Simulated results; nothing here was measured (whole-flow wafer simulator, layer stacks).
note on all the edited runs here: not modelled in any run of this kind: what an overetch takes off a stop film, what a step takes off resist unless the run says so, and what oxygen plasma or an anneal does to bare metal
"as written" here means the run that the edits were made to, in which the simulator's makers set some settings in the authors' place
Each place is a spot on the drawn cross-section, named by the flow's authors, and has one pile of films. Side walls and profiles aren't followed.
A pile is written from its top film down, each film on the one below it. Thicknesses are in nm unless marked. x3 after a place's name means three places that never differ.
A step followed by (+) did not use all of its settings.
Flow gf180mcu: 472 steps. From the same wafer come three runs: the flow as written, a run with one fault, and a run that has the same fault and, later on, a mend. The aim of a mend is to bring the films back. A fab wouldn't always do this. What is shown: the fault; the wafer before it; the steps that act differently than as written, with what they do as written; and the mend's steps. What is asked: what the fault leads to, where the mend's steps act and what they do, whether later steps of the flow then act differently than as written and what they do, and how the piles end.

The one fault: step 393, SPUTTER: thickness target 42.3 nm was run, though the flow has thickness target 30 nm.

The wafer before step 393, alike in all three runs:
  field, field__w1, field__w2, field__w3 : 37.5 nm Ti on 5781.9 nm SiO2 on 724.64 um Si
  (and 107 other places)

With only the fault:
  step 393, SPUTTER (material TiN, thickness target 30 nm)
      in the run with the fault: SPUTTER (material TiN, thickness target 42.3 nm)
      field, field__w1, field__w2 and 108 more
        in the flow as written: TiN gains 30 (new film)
        in the run with the fault: TiN gains 42.3 (new film)
  Steps later in the flow that act otherwise than as written (not shown: 1 more step that differs only slightly, by at most 2% or 0.5 nm, whichever is larger):
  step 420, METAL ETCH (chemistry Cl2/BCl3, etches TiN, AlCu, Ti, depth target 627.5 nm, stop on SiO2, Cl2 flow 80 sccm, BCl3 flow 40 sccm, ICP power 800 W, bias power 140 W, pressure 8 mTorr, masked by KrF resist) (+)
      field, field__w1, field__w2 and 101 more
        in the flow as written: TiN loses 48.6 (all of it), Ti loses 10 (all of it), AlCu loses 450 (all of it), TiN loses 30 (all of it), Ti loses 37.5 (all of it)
        in the run with the fault: TiN loses 48.6 (all of it), Ti loses 10 (all of it), AlCu loses 450 (all of it), TiN loses 42.3 (all of it), Ti loses 37.5 (all of it)
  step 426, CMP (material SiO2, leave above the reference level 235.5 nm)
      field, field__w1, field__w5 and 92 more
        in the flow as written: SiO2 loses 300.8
        in the run with the fault: SiO2 loses 288.5
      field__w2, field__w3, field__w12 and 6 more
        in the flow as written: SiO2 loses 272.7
        in the run with the fault: SiO2 loses 259.8
  The piles end different from the flow's at field__w4, field__w8, contact, m1, m1__w1, mim, mim_1p0, m1_nw by more than 2% or 0.5 nm, whichever is larger.
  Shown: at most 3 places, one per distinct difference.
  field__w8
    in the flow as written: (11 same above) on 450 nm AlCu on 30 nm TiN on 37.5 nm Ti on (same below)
    in the run with the fault: (11 same above) on 450 nm AlCu on 42.3 nm TiN on 37.5 nm Ti on (same below)
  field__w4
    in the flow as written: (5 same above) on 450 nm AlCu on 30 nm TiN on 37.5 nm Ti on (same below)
    in the run with the fault: (5 same above) on 450 nm AlCu on 42.3 nm TiN on 37.5 nm Ti on (same below)
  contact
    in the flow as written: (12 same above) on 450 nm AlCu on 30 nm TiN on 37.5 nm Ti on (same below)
    in the run with the fault: (12 same above) on 450 nm AlCu on 42.3 nm TiN on 37.5 nm Ti on (same below)

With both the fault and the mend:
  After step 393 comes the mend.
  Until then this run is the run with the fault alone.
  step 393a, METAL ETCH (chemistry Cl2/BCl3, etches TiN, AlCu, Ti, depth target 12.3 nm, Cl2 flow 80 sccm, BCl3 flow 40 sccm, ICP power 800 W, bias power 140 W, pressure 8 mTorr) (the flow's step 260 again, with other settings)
      field, field__w1, field__w2 and 108 more
        TiN loses 12.3
  None of the later steps of the flow acts differently than as written at any place that is followed.
  The piles end the same as the flow's at every place that both follow.
